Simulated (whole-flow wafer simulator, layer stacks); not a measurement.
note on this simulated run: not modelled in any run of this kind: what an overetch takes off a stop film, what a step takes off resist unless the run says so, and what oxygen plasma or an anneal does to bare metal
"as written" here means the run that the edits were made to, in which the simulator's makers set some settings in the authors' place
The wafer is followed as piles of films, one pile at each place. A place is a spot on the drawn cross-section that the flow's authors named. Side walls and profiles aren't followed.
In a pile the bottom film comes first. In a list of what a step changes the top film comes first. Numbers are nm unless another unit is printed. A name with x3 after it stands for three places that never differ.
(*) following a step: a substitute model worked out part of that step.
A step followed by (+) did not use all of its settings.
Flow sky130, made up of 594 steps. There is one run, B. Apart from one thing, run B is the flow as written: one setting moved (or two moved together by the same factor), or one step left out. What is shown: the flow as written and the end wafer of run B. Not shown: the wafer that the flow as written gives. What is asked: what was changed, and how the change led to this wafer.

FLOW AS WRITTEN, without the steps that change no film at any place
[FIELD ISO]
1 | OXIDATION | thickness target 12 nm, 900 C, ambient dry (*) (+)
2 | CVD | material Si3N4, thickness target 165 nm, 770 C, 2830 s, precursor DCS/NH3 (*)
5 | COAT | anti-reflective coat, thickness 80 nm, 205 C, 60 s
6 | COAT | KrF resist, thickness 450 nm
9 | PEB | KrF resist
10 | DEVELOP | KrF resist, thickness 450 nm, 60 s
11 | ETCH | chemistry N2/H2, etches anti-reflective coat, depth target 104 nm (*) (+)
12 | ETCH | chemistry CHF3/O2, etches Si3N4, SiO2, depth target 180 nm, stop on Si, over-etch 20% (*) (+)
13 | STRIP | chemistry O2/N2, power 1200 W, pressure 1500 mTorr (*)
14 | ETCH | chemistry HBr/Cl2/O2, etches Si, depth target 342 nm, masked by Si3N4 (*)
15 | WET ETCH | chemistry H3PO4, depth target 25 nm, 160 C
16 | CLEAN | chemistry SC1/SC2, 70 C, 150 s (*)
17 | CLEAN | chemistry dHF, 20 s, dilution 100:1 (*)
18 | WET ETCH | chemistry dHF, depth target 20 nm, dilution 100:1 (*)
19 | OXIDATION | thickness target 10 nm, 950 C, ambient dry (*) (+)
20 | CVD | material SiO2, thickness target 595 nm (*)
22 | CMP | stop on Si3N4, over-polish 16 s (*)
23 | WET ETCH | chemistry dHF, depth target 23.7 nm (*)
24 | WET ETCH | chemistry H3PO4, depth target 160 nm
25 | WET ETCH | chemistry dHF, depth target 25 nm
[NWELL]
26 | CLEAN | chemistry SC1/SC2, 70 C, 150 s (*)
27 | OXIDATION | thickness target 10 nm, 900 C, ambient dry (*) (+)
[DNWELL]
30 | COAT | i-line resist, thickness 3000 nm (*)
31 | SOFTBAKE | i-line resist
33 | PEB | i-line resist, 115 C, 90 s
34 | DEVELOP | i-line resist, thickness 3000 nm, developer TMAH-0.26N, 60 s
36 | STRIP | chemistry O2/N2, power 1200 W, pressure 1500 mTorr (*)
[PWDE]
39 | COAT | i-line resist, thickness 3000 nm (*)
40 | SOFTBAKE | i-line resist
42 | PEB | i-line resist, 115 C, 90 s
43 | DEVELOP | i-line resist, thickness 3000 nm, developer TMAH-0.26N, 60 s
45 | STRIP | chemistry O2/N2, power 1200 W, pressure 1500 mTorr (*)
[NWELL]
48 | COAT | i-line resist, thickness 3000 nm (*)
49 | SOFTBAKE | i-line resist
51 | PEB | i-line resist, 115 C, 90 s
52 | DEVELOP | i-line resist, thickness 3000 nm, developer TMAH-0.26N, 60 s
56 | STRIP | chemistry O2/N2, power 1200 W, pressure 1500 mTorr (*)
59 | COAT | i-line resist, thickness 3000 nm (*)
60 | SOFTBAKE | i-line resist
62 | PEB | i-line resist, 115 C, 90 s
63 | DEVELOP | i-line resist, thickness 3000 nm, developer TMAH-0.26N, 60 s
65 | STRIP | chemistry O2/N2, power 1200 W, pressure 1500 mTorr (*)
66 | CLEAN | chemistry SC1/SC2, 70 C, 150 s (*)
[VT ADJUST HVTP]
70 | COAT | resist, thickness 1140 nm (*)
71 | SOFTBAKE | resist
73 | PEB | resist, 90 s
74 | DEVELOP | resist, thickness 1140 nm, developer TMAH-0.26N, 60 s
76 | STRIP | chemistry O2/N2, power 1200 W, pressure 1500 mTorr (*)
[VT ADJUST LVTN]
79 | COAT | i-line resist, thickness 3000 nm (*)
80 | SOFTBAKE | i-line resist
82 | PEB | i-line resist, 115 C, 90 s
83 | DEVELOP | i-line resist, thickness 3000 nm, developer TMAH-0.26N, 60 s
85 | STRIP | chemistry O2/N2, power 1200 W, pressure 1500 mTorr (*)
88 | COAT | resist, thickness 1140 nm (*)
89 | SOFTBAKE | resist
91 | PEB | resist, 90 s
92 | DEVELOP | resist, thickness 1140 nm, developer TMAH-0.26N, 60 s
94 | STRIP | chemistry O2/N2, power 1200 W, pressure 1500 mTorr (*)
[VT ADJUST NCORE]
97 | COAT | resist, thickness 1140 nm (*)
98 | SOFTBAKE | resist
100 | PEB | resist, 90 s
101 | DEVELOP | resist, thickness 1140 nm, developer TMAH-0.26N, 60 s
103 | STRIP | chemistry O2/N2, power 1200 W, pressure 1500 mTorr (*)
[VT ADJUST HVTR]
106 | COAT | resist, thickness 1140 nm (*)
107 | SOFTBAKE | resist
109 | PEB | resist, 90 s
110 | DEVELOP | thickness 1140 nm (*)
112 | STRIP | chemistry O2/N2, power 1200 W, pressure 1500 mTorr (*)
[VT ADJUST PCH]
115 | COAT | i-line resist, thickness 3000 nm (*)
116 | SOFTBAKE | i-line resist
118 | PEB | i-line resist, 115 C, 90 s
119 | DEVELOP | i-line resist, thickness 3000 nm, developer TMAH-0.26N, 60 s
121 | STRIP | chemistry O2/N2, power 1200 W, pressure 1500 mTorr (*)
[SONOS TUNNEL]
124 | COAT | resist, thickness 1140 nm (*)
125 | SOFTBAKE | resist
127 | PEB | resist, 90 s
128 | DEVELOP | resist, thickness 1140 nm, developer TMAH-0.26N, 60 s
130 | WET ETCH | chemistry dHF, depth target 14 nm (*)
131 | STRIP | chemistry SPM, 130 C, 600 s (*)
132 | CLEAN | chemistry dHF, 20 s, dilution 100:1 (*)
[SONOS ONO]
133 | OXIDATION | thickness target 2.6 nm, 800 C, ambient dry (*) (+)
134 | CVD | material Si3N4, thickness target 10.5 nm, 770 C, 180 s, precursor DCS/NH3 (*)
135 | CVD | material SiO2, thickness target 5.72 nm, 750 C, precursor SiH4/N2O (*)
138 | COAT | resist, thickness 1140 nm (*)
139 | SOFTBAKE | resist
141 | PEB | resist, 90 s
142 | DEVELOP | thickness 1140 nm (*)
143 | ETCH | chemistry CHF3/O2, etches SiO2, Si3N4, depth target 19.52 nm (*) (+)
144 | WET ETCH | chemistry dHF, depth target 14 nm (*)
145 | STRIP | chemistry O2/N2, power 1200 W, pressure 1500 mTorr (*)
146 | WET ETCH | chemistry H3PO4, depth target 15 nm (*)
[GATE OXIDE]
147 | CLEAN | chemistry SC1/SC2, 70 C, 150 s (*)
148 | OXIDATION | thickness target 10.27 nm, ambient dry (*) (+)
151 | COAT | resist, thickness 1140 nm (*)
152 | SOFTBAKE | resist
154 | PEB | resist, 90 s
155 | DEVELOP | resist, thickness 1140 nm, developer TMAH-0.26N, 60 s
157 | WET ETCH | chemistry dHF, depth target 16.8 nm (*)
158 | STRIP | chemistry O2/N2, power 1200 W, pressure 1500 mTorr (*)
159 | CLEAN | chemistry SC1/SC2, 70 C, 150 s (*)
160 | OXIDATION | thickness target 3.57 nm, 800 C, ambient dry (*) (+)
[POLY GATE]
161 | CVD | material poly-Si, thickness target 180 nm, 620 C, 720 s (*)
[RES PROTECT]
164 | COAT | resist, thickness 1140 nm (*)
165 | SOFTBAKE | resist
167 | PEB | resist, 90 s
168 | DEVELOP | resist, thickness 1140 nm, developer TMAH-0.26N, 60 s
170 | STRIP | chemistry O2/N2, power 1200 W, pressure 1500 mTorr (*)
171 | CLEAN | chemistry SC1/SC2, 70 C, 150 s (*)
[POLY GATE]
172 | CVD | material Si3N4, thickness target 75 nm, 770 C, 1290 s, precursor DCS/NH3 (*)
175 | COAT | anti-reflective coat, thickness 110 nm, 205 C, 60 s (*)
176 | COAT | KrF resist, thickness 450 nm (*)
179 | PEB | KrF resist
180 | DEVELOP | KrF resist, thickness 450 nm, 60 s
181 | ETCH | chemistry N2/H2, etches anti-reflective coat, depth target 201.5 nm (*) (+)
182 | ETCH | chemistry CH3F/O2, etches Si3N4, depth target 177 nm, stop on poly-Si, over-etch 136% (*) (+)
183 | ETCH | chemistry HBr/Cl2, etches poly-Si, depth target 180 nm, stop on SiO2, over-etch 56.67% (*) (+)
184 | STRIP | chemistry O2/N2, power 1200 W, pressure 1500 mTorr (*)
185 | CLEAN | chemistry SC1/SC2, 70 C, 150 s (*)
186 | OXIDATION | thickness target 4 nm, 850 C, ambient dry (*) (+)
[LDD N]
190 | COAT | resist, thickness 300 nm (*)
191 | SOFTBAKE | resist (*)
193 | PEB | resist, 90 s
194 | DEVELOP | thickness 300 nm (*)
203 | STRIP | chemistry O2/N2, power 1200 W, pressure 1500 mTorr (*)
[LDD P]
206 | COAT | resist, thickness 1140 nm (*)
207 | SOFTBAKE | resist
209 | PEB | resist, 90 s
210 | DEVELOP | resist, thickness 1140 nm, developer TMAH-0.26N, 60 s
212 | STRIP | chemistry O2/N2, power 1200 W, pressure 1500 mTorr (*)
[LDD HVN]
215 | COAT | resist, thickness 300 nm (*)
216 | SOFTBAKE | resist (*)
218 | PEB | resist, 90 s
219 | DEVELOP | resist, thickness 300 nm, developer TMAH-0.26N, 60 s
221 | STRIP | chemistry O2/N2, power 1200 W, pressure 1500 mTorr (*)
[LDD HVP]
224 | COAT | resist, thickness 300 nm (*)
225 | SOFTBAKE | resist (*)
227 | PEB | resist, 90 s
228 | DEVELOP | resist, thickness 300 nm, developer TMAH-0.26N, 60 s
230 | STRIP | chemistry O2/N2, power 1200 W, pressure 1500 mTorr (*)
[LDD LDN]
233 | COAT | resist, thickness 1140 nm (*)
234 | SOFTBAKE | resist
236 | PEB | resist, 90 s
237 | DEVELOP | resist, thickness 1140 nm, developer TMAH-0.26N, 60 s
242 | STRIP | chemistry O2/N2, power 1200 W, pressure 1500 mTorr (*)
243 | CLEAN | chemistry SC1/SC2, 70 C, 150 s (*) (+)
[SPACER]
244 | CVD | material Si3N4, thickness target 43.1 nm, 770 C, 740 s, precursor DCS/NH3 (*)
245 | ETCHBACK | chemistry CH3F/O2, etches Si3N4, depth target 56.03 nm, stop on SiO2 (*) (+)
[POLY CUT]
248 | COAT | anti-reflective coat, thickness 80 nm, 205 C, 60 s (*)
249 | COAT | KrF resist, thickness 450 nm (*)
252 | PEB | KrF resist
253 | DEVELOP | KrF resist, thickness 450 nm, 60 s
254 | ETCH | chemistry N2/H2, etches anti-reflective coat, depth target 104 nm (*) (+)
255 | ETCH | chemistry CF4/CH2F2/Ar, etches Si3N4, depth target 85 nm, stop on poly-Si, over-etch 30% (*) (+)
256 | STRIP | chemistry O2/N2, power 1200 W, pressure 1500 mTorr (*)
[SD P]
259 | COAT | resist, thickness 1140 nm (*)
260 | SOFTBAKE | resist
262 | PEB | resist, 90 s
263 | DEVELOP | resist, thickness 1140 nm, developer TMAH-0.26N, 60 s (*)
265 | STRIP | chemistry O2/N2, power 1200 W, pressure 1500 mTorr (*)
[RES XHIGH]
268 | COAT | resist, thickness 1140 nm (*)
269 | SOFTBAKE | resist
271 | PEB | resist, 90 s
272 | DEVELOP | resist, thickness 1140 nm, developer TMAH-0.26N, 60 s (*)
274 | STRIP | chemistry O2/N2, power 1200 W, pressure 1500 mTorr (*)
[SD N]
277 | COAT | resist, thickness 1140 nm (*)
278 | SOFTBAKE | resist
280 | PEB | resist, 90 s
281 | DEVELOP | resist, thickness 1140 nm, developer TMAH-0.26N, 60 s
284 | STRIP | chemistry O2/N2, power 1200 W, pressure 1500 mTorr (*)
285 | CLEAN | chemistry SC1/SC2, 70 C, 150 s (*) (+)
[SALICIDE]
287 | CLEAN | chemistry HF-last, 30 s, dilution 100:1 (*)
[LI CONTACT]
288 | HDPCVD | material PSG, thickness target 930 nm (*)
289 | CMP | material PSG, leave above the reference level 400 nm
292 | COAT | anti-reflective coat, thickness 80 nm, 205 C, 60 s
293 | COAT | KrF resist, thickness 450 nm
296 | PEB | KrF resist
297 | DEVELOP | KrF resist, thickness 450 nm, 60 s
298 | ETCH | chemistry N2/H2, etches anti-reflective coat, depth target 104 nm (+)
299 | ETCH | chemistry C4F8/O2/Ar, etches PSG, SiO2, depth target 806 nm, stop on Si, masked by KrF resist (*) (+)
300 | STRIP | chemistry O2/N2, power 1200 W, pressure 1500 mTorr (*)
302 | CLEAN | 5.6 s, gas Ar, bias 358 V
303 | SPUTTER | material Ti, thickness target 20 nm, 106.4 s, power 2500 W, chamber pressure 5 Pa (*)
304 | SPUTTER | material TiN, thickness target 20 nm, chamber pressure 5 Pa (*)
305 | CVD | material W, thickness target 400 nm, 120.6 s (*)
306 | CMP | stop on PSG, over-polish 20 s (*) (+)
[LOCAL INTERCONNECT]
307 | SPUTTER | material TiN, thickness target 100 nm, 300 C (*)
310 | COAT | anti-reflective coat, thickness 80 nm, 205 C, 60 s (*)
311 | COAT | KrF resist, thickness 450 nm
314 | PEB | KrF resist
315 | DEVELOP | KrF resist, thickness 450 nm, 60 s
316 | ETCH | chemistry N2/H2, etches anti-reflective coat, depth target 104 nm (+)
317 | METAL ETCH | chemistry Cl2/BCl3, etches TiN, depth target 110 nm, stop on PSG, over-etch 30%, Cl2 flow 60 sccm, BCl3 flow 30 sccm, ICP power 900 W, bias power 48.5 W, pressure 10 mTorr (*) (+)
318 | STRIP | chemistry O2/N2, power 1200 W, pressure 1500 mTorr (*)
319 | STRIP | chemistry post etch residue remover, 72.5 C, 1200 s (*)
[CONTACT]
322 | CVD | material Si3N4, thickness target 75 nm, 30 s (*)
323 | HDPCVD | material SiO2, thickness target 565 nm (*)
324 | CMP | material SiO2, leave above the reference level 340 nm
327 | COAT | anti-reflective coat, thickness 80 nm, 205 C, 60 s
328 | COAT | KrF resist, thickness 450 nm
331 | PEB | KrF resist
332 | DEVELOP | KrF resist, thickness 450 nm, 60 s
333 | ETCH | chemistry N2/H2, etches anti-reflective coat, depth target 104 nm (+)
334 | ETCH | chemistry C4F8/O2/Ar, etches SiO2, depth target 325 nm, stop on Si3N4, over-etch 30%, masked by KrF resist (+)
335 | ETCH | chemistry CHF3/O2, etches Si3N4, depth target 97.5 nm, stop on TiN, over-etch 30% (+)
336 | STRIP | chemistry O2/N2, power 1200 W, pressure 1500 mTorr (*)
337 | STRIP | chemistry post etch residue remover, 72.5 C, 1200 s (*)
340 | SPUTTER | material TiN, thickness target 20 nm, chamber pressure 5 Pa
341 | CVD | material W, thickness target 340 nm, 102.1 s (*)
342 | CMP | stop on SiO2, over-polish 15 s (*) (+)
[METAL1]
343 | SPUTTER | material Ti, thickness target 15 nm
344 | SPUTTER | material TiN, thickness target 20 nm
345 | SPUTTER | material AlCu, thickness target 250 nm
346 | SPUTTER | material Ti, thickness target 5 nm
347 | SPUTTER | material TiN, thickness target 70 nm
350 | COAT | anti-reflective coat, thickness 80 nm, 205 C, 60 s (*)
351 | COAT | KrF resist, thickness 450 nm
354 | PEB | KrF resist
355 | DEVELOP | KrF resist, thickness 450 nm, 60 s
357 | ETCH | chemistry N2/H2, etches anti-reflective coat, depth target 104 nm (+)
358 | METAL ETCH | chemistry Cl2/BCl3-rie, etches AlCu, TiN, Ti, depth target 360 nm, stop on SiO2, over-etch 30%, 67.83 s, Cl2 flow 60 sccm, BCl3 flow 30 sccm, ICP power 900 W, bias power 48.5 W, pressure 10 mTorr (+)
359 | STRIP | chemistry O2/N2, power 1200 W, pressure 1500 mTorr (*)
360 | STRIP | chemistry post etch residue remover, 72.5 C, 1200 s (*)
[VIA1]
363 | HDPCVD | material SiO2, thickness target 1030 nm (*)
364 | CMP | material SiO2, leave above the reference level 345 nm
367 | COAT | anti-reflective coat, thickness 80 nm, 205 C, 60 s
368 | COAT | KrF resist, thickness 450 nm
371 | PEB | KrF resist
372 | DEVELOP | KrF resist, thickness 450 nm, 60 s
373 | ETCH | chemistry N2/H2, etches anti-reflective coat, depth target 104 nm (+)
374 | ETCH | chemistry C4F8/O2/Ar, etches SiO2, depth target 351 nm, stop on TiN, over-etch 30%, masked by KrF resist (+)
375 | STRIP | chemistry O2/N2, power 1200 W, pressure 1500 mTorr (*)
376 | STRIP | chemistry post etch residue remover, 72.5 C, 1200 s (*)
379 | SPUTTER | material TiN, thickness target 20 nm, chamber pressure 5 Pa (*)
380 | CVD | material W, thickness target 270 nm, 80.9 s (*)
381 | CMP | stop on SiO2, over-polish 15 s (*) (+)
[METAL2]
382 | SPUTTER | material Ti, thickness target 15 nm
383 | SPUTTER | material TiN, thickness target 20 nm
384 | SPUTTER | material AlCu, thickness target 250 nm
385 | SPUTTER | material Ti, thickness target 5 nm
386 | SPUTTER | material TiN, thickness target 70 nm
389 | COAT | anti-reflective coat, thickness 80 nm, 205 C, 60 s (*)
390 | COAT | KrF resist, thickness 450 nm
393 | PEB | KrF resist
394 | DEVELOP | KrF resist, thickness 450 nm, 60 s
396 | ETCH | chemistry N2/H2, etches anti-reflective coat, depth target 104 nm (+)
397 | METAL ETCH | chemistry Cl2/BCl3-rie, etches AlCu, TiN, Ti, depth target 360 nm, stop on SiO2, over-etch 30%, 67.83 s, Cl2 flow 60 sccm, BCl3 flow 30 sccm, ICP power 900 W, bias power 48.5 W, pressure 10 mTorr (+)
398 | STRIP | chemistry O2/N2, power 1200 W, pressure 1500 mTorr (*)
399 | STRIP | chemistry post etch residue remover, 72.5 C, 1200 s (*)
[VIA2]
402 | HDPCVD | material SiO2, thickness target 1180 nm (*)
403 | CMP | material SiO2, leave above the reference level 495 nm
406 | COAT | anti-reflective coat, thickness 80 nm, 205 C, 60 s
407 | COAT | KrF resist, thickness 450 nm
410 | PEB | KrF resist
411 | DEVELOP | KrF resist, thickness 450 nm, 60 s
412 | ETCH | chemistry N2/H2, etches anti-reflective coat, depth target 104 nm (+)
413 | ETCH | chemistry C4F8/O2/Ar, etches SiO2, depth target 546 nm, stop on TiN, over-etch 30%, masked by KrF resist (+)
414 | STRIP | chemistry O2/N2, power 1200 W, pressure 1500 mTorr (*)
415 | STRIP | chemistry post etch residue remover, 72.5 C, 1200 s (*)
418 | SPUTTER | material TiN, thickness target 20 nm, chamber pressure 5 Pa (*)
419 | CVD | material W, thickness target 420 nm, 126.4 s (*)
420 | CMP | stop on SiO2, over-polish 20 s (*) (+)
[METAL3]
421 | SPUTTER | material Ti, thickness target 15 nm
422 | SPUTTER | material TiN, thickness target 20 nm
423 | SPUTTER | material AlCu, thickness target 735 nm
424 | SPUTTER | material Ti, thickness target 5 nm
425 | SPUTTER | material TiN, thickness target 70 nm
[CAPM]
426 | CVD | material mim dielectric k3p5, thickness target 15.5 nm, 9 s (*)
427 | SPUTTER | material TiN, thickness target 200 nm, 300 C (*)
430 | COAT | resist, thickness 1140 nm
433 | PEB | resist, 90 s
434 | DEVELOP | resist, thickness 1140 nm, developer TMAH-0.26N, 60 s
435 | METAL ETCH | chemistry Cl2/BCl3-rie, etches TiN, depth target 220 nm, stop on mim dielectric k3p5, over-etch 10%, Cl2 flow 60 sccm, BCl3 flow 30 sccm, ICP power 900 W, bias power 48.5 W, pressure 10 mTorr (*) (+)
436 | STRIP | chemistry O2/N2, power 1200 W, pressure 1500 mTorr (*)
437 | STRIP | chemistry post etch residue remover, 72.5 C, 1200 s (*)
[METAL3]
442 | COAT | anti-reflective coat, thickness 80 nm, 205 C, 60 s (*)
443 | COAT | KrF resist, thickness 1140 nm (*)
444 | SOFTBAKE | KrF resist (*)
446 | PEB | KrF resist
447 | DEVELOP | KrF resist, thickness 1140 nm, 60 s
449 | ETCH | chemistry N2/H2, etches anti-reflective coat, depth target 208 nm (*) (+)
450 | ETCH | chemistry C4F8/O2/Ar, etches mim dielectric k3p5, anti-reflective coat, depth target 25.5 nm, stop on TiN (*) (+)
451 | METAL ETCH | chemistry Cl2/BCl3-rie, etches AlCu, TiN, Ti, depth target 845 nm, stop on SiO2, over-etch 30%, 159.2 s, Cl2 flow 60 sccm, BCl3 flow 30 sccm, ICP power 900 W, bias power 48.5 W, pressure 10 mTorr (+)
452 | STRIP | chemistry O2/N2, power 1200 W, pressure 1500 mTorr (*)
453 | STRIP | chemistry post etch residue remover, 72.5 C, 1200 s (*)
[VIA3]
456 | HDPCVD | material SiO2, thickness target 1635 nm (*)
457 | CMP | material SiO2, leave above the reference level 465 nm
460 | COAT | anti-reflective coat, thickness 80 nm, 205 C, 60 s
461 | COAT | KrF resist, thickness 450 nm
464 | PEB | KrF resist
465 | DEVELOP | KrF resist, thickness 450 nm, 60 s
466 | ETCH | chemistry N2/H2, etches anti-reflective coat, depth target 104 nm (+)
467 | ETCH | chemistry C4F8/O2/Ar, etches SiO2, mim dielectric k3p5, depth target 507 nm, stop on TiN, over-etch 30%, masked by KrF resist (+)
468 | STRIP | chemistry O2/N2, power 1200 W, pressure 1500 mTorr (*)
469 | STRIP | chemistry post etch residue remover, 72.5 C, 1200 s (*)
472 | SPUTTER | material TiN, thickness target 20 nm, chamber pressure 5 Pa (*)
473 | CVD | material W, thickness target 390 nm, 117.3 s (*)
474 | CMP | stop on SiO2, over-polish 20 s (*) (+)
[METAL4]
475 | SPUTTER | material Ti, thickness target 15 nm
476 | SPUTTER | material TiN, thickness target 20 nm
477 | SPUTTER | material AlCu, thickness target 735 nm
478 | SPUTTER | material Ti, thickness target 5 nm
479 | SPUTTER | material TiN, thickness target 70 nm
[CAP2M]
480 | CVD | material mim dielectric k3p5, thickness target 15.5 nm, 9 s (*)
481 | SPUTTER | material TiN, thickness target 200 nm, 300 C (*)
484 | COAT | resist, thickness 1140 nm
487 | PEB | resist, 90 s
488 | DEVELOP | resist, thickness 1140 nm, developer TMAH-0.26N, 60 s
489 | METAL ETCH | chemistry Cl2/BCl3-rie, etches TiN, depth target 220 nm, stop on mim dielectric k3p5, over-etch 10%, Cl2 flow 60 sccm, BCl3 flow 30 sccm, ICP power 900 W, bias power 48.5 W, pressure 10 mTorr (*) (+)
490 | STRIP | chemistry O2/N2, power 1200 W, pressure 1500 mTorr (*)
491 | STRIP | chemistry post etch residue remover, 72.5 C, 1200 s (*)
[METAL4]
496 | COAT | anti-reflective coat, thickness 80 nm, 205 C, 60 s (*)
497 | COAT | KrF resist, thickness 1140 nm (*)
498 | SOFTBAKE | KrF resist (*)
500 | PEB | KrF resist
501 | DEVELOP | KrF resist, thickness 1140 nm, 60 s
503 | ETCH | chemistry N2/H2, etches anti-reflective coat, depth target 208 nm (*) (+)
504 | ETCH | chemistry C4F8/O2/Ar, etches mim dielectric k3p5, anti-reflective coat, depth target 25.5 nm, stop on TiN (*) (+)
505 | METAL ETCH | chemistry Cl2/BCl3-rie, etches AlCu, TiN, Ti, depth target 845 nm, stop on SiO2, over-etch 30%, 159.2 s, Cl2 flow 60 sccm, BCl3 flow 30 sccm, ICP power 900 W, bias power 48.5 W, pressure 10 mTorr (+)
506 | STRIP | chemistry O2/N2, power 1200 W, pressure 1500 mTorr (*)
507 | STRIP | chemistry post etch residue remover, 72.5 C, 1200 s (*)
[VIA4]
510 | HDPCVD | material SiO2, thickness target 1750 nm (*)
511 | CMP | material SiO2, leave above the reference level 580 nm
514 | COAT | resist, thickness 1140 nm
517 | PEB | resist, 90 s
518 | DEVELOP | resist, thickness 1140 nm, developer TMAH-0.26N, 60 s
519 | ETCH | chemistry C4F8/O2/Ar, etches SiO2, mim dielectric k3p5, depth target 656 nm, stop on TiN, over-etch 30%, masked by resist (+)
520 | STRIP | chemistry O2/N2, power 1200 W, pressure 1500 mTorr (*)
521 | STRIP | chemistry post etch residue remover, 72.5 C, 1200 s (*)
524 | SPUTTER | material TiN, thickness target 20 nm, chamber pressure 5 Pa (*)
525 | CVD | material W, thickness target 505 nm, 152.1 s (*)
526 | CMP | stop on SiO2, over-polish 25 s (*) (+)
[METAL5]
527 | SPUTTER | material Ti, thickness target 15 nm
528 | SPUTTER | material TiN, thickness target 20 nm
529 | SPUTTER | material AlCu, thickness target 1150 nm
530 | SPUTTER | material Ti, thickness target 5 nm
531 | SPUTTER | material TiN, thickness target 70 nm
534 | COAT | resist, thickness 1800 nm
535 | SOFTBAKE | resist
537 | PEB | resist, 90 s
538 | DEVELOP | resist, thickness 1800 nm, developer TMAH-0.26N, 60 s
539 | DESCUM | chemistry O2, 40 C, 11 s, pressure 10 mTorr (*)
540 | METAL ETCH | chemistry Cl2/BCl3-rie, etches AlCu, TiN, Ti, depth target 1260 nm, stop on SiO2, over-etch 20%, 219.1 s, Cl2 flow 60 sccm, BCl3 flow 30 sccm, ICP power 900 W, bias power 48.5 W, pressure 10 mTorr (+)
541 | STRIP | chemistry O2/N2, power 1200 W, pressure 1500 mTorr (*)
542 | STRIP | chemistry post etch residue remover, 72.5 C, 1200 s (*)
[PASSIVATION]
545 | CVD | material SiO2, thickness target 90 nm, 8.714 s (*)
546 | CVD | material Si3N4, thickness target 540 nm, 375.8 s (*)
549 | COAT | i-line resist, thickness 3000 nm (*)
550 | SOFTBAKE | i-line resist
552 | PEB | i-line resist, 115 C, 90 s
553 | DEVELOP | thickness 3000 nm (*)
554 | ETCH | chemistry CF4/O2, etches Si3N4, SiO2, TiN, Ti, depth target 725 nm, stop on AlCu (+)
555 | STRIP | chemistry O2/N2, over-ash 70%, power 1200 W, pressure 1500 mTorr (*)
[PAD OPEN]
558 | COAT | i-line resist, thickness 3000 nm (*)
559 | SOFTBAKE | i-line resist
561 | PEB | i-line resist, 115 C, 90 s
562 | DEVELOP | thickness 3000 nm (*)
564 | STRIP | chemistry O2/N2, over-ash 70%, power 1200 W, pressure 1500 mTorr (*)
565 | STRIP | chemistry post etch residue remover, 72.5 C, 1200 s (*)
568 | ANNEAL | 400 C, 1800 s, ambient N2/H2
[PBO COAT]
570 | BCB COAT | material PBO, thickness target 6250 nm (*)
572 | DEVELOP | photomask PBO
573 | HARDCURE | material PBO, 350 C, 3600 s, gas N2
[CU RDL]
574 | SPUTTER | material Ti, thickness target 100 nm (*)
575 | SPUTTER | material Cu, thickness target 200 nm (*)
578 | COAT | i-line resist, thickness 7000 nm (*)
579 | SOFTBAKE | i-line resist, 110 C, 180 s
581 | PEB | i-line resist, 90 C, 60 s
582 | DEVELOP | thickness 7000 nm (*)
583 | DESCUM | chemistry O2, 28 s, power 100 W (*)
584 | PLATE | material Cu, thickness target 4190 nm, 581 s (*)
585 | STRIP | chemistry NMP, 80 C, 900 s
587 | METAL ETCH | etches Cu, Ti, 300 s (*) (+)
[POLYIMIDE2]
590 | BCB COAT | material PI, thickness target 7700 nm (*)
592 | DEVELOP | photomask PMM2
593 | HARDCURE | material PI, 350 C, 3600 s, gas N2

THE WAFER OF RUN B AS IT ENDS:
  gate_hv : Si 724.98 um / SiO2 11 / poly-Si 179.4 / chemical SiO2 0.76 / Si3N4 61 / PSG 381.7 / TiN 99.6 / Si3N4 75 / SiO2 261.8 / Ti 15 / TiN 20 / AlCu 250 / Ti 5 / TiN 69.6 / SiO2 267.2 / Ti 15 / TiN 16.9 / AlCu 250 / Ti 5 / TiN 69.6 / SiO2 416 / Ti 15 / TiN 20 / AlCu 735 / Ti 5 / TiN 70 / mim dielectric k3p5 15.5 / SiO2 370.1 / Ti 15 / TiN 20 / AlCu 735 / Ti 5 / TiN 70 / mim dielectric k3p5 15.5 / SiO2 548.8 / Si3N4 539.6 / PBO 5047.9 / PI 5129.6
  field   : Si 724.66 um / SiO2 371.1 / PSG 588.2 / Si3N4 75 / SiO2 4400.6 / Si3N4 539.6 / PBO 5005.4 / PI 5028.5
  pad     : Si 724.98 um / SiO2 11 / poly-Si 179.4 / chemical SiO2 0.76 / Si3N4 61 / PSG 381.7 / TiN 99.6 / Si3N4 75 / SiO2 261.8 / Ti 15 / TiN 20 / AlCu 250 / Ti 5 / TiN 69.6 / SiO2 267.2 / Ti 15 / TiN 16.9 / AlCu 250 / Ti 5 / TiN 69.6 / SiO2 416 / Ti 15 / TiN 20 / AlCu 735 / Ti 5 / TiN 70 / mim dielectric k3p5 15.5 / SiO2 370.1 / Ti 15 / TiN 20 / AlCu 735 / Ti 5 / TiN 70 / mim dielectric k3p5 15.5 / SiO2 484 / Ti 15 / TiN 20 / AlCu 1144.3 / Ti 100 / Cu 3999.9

The reason: step 383, SPUTTER: thickness target 16.9 nm was run, while the flow as written has thickness target 20 nm.
The wafer itself shows it: gate_hv has TiN 16.9, and step 383 as written asks for 20 nm.

How this came from the change, step by step:
  383 | SPUTTER | material TiN, thickness target 20 nm
      field, active, n_well and 188 more: +16.9 TiN (new film) (as written it would have been: +20 TiN (new film))
  397 | METAL ETCH | chemistry Cl2/BCl3-rie, etches AlCu, TiN, Ti, depth target 360 nm, stop on SiO2, over-etch 30%, 67.83 s, Cl2 flow 60 sccm, BCl3 flow 30 sccm, ICP power 900 W, bias power 48.5 W, pressure 10 mTorr (+)
      field, active, gate and 82 more: -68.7 TiN (all of it), -5 Ti (all of it), -250 AlCu (all of it), -16.9 TiN (all of it), -15 Ti (all of it), -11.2 SiO2 (as written it would have been: -68.7 TiN (all of it), -5 Ti (all of it), -250 AlCu (all of it), -20 TiN (all of it), -15 Ti (all of it), -10.9 SiO2)
